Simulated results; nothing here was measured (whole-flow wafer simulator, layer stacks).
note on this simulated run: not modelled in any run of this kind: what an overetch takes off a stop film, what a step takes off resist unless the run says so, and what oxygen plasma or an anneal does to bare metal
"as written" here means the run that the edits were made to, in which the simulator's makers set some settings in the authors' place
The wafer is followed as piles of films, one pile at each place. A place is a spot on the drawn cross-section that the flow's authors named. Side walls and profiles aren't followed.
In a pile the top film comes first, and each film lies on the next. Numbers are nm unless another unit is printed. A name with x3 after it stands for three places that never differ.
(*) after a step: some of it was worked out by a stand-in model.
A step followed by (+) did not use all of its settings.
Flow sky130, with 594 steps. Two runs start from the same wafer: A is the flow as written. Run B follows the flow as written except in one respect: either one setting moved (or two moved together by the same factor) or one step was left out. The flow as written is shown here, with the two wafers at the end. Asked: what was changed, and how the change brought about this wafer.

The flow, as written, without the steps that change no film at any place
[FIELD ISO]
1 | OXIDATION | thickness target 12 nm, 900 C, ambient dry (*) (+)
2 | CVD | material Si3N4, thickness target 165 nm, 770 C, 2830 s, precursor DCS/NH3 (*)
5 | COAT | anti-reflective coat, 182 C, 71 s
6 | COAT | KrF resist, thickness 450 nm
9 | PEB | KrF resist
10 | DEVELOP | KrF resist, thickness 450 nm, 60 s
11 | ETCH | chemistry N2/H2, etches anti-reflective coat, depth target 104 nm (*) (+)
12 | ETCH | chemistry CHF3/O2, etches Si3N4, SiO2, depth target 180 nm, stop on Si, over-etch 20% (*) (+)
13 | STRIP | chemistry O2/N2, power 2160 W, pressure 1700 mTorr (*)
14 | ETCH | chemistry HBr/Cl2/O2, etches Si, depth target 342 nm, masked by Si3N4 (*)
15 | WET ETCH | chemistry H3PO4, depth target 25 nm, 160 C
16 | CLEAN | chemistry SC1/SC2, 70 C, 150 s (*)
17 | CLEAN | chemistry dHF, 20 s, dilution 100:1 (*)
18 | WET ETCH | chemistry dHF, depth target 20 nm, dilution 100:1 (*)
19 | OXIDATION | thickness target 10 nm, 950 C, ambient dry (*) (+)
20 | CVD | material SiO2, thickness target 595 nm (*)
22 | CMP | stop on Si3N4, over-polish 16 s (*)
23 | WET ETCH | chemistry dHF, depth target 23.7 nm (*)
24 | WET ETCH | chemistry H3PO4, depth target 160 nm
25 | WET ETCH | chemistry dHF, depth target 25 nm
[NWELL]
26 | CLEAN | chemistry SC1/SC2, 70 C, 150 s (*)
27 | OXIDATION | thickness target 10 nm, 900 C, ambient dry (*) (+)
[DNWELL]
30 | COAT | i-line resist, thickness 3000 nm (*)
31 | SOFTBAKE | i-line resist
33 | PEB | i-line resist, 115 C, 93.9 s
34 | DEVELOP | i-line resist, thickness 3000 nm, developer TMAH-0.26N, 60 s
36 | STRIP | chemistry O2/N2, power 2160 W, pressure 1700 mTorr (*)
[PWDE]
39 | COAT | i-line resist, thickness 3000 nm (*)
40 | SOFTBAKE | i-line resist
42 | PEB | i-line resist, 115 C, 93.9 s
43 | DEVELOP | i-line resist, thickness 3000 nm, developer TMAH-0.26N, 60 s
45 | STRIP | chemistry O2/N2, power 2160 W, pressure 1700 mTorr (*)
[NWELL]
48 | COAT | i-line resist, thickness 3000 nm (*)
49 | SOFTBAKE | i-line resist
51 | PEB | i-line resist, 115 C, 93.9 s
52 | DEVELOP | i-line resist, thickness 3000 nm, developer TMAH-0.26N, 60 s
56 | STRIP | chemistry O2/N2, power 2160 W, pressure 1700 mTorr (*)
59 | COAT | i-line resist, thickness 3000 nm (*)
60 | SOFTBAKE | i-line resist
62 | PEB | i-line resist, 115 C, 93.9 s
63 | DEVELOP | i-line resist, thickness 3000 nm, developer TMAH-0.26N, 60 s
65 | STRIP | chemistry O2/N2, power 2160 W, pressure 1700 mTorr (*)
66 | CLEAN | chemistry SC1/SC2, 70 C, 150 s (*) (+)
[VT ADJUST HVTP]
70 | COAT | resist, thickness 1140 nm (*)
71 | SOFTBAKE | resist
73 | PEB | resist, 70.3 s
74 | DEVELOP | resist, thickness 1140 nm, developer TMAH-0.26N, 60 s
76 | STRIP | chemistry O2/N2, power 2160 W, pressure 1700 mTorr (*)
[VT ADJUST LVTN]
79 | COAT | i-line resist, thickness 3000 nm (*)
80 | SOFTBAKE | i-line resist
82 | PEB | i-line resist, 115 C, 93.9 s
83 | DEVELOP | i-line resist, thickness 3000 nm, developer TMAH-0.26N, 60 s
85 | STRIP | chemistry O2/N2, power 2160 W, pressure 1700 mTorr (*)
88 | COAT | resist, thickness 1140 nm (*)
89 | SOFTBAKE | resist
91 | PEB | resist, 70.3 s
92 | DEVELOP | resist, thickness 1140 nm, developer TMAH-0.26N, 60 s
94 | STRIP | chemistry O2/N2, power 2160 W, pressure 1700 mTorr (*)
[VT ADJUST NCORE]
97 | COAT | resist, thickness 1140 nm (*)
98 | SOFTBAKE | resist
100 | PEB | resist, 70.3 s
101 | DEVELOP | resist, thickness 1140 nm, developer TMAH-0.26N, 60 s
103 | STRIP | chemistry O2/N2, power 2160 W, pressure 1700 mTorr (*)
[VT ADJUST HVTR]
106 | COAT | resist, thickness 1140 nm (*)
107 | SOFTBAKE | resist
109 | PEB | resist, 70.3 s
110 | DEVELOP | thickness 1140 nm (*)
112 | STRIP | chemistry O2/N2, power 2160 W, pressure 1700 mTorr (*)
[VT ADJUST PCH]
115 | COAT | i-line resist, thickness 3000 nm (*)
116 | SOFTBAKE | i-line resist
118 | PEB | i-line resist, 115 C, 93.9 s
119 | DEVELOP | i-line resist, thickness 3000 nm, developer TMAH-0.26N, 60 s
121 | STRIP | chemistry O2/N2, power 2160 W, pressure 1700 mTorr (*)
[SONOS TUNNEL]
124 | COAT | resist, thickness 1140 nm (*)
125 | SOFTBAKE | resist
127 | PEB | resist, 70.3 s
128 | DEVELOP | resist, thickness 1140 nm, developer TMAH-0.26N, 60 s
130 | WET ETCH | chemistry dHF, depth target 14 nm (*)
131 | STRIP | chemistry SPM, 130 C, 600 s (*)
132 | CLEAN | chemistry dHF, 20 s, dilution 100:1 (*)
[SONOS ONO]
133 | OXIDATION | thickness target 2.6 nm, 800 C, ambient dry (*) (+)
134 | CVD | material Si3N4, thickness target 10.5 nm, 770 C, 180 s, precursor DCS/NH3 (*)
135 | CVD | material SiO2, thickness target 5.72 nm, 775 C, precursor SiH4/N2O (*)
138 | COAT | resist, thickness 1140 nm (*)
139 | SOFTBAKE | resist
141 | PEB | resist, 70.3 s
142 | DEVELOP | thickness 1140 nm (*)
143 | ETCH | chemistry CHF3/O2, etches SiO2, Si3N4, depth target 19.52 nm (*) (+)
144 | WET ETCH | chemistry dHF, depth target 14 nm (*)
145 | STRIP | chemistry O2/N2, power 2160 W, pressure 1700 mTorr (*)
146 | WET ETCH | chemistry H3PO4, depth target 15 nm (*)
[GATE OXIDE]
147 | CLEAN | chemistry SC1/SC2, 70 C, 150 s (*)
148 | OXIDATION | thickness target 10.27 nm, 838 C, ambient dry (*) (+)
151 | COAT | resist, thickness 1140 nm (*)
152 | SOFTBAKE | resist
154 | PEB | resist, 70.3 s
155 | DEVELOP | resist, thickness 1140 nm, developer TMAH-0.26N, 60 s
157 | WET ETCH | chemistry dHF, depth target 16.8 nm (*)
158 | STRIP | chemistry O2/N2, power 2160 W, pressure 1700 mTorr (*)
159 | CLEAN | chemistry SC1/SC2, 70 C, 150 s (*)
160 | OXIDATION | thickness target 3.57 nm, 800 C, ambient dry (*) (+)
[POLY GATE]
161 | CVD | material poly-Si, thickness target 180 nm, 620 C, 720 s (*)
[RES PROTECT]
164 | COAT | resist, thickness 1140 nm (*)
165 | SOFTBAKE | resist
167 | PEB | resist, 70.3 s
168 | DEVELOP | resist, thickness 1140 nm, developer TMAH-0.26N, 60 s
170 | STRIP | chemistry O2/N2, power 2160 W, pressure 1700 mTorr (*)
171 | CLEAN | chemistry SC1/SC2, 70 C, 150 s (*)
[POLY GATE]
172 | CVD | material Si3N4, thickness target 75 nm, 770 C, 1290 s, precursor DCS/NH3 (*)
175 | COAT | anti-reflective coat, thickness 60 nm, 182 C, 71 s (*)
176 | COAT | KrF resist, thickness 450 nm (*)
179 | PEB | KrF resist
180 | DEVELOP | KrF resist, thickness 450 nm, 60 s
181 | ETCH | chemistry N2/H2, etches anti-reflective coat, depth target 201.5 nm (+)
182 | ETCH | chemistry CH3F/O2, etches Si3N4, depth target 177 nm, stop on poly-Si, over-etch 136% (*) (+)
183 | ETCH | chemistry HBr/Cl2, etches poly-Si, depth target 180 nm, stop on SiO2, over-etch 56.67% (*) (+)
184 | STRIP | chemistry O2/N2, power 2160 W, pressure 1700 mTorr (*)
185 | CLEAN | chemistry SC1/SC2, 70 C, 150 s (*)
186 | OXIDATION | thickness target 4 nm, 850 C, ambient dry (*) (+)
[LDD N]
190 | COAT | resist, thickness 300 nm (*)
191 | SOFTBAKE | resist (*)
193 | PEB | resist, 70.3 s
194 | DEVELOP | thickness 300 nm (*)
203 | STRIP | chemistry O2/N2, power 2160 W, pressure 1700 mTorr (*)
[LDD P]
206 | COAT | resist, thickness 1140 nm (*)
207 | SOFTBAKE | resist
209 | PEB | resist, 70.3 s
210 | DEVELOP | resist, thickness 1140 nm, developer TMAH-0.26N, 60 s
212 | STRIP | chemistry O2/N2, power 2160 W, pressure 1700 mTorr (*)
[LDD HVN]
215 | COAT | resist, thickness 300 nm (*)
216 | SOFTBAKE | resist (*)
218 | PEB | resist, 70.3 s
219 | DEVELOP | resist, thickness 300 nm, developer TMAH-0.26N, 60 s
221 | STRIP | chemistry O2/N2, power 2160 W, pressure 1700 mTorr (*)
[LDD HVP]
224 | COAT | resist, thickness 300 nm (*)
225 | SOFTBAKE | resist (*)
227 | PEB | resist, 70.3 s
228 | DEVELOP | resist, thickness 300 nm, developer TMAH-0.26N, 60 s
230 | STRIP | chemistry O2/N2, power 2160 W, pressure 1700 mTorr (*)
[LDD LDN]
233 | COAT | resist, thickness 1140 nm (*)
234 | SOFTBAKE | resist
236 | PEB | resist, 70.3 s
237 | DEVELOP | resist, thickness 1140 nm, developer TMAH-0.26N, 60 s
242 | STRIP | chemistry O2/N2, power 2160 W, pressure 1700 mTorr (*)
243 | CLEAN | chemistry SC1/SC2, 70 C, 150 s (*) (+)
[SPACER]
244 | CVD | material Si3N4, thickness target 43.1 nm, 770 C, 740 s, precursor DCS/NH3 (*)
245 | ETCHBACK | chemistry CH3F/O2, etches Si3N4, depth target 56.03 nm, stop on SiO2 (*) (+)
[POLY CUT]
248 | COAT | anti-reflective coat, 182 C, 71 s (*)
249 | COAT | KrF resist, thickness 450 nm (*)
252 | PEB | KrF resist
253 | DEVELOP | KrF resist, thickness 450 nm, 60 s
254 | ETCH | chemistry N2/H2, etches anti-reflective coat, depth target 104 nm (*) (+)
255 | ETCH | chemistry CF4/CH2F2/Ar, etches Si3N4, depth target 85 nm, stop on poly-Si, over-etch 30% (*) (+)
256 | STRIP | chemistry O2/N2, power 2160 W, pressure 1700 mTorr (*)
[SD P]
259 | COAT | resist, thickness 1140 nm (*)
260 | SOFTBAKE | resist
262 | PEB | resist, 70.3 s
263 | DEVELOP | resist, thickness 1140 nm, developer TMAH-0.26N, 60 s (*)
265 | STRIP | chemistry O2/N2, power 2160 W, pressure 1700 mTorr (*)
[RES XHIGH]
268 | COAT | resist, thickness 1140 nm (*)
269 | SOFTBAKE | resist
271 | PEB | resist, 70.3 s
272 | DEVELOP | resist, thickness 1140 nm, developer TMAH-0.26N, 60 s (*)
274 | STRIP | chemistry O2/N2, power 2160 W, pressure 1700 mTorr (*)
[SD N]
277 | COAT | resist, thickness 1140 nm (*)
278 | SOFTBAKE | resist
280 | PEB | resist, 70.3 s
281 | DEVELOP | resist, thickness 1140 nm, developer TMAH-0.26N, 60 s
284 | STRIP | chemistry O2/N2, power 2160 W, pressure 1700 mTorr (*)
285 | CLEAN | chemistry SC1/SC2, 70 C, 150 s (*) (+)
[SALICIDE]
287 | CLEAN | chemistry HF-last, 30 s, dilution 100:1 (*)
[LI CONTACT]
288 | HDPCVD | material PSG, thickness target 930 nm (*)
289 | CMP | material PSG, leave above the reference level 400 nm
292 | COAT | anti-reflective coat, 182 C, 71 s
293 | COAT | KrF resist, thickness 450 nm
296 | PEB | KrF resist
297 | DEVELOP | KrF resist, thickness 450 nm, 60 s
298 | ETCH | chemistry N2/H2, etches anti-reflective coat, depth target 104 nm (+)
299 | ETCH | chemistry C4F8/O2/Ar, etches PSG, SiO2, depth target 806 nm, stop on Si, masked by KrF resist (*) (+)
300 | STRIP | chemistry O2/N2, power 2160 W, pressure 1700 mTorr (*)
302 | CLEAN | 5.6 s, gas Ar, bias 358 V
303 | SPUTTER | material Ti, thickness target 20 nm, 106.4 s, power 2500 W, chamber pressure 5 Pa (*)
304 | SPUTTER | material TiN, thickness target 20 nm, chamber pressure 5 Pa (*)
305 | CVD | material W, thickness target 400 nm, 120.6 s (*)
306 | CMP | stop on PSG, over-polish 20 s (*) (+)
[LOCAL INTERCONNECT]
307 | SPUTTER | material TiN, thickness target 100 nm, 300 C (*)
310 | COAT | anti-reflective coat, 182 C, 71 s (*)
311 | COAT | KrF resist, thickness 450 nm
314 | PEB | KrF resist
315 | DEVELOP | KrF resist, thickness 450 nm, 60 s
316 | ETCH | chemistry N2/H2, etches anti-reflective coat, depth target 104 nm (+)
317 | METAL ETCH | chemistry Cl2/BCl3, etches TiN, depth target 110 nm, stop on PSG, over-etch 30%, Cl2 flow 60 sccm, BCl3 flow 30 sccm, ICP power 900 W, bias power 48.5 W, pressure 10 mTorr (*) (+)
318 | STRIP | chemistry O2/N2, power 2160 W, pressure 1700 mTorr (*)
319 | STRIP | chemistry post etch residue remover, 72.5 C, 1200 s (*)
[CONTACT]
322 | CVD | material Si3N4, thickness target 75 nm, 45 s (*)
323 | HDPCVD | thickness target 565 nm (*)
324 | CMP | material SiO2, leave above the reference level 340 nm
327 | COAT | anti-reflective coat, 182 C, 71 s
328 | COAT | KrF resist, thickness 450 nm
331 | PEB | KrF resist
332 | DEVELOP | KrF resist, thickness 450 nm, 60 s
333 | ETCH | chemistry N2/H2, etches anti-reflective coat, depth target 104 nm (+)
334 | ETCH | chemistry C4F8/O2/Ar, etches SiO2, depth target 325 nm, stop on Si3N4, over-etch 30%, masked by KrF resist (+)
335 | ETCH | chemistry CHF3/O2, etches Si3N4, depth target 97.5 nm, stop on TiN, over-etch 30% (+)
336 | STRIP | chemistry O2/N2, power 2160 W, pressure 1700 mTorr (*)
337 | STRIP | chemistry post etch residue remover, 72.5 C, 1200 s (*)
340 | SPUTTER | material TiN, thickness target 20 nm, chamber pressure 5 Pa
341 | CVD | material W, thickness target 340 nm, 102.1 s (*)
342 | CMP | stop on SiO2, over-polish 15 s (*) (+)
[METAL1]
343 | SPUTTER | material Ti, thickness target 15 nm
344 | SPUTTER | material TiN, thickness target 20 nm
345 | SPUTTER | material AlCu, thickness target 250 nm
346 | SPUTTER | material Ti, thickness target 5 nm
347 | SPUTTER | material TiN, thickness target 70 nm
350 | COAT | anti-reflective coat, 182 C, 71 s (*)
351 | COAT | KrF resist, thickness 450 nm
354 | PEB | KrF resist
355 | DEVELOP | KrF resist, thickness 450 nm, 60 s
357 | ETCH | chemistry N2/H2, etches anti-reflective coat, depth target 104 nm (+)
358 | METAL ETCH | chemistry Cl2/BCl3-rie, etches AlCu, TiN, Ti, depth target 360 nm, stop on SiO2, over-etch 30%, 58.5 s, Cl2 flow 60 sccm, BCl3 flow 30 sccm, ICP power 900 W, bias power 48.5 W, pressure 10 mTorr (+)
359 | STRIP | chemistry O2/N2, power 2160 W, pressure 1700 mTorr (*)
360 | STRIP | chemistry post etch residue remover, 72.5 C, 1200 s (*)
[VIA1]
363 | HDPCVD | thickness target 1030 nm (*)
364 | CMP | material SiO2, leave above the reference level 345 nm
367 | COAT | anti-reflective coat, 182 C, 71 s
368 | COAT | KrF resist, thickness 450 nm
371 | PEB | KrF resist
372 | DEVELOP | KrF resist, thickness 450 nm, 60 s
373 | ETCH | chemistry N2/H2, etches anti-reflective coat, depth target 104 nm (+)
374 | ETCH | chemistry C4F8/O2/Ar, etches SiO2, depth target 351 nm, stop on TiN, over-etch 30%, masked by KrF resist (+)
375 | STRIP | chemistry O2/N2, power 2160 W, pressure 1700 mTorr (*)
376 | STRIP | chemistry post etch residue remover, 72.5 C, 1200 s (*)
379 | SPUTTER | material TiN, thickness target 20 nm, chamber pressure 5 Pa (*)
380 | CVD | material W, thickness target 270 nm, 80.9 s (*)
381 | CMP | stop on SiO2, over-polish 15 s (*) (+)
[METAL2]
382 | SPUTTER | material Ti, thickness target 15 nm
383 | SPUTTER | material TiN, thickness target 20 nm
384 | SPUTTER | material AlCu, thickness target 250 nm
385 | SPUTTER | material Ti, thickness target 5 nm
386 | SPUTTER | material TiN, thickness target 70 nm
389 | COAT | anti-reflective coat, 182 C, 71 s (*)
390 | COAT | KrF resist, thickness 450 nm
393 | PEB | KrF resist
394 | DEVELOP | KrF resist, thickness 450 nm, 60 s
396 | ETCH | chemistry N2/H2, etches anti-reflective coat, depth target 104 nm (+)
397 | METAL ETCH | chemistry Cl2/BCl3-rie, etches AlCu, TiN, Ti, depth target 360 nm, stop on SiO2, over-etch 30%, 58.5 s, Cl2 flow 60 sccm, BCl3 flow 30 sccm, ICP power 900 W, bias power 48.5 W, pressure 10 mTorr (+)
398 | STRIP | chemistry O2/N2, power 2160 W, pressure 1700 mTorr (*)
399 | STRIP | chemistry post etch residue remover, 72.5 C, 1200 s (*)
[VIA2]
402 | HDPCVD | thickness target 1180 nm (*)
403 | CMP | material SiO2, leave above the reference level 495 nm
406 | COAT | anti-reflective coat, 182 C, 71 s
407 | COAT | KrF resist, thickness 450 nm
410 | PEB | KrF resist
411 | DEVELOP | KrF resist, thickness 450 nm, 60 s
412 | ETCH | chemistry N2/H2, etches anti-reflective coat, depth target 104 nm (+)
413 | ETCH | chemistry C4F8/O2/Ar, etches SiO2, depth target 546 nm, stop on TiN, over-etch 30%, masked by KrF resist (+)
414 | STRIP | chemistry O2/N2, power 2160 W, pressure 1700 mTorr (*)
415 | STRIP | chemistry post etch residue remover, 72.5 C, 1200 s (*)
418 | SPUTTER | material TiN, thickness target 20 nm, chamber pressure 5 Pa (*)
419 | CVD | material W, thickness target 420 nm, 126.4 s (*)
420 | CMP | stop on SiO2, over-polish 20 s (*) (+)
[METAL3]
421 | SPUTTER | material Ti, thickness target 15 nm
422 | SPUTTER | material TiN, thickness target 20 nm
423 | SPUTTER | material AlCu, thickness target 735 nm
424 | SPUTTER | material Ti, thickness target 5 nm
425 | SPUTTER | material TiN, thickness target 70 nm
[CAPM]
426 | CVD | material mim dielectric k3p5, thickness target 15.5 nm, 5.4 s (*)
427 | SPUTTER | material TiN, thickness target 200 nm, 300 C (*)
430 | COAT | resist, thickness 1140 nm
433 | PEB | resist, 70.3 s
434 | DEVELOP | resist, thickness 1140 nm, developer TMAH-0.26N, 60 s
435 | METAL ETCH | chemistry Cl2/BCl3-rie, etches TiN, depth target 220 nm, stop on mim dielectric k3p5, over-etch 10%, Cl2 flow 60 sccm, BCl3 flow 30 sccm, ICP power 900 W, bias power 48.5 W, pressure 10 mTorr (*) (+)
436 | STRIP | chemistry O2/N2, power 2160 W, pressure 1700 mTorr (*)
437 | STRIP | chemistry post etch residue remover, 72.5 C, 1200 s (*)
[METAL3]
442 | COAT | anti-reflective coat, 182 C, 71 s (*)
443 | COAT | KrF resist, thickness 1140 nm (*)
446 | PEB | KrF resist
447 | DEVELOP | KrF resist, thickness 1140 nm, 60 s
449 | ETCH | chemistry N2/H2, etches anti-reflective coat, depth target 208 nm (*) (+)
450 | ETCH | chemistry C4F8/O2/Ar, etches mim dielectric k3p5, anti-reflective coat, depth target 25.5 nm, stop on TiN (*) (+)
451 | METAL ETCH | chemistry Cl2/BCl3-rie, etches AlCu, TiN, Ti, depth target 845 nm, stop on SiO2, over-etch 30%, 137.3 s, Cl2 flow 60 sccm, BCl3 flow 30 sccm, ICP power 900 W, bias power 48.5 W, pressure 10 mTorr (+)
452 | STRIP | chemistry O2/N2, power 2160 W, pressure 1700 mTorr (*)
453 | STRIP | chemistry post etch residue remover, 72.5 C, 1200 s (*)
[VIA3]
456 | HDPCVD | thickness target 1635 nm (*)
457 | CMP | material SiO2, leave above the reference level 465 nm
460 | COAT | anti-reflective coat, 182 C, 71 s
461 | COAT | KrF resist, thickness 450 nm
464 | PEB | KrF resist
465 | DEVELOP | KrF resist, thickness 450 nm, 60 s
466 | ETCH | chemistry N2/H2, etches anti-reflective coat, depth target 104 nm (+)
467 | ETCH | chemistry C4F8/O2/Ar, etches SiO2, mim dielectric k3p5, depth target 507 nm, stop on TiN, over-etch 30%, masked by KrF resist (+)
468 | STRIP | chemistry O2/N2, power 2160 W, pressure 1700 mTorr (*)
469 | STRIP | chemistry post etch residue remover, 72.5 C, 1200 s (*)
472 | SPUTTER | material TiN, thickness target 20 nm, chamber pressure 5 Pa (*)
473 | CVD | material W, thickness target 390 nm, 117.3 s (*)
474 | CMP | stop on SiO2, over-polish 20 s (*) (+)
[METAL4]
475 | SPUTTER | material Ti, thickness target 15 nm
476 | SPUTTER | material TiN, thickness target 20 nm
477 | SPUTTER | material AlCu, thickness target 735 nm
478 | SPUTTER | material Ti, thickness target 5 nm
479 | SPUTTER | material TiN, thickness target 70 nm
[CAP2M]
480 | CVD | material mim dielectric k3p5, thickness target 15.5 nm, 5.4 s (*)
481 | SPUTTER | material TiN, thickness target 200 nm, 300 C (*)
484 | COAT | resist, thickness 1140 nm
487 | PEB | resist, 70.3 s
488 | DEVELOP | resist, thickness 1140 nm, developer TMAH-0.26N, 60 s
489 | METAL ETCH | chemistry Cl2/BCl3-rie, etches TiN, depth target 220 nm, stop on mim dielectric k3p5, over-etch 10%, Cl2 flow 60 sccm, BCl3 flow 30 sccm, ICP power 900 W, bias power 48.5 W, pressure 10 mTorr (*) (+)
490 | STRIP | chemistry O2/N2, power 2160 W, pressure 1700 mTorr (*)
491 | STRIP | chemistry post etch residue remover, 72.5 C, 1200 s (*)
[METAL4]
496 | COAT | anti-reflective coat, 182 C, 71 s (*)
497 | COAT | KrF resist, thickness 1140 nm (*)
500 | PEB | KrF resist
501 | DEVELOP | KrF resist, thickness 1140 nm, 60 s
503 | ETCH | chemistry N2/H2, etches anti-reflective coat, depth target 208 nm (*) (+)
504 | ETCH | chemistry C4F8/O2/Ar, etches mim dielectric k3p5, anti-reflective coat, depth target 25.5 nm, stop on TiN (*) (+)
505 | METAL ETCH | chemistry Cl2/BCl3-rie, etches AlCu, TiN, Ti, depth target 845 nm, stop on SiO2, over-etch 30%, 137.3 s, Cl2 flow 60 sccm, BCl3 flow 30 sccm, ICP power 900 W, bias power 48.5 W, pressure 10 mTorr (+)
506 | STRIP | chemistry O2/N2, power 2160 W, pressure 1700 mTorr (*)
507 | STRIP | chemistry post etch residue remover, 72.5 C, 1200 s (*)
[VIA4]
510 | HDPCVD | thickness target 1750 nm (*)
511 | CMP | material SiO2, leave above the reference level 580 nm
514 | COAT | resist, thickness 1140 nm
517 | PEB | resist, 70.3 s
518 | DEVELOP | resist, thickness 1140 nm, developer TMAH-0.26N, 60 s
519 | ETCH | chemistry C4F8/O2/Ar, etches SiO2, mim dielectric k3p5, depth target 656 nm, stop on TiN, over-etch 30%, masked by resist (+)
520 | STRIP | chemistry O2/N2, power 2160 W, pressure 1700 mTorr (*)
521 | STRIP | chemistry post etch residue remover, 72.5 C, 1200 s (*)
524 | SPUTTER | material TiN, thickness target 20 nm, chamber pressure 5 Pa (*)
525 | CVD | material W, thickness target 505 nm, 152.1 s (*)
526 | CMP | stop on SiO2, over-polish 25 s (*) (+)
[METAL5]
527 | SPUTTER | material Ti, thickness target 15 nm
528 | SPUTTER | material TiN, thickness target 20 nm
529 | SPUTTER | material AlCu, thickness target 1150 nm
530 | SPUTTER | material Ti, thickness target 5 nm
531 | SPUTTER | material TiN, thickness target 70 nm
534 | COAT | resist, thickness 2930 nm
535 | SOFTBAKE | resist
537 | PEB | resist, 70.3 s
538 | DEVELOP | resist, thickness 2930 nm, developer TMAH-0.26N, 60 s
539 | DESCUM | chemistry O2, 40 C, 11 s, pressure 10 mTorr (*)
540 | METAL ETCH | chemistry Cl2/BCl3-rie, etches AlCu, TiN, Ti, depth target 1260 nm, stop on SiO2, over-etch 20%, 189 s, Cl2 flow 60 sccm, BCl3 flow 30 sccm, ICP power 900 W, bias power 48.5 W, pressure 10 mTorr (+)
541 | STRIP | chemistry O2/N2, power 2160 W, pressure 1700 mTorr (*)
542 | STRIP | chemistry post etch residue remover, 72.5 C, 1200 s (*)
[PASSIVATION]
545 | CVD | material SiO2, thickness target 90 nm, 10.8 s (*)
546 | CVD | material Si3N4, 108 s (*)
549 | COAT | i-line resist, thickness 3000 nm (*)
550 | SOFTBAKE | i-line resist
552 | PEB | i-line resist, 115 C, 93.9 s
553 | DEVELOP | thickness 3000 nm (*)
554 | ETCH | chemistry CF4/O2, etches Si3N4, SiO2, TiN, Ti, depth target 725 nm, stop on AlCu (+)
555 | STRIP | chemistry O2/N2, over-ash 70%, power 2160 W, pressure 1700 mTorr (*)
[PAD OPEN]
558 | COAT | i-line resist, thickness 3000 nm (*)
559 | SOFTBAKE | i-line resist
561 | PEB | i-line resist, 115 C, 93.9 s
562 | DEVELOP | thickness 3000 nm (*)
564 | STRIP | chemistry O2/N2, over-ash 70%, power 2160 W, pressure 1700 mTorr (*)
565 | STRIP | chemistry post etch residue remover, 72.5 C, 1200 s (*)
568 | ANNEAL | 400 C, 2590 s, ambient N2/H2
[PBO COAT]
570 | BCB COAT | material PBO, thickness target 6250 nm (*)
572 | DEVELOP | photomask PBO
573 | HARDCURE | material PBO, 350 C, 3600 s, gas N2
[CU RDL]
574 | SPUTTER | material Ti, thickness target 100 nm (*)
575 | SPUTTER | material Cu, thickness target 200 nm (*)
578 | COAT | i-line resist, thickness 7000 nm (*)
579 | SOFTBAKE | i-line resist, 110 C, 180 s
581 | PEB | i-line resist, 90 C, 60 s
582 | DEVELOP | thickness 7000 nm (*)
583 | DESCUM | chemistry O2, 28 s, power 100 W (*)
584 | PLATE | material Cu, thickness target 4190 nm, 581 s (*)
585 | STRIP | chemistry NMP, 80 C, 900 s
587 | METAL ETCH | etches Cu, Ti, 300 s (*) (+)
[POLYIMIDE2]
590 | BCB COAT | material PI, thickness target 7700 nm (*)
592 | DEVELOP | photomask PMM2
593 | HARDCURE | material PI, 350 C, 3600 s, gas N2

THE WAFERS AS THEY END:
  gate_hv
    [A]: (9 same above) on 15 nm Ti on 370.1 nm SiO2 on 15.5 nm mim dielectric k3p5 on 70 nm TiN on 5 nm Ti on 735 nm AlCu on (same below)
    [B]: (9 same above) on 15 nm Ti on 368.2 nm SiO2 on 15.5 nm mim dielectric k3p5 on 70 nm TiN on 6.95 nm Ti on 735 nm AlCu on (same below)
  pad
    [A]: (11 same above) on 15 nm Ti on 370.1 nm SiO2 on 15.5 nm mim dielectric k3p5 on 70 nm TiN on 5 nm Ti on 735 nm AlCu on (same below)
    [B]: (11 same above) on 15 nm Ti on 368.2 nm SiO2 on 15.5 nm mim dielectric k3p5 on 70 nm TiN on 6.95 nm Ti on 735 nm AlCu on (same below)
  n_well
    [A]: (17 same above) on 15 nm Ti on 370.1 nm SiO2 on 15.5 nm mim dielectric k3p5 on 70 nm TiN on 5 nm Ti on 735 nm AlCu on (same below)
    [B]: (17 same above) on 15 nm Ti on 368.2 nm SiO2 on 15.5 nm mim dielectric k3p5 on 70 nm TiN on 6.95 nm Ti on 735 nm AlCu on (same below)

What caused this: step 424, SPUTTER: thickness target 6.95 nm was run, though the flow has thickness target 5 nm.
The wafer lets one read it off: gate_hv has Ti 6.95, and step 424 as written asks for 5 nm.

The path from the change to this, step by step:
  424 | SPUTTER | material Ti, thickness target 5 nm
      field, active, n_well and 188 more: A Ti gains 5 (new film) | B Ti gains 6.95 (new film)
  451 | METAL ETCH | chemistry Cl2/BCl3-rie, etches AlCu, TiN, Ti, depth target 845 nm, stop on SiO2, over-etch 30%, 137.3 s, Cl2 flow 60 sccm, BCl3 flow 30 sccm, ICP power 900 W, bias power 48.5 W, pressure 10 mTorr (+)
      field, gate, spacer and 68 more: A TiN loses 70 (all of it), Ti loses 5 (all of it), AlCu loses 735 (all of it), TiN loses 20 (all of it), Ti loses 15 (all of it), SiO2 loses 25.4 | B TiN loses 70 (all of it), Ti loses 6.95 (all of it), AlCu loses 735 (all of it), TiN loses 20 (all of it), Ti loses 15 (all of it), SiO2 loses 25.2
      active, vpp_ln, vpp_iso2 and 11 more: A TiN loses 70 (all of it), Ti loses 5 (all of it), AlCu loses 735 (all of it), TiN loses 20 (all of it), Ti loses 15 (all of it), SiO2 loses 25.3 | B TiN loses 70 (all of it), Ti loses 6.95 (all of it), AlCu loses 735 (all of it), TiN loses 20 (all of it), Ti loses 15 (all of it), SiO2 loses 25.2
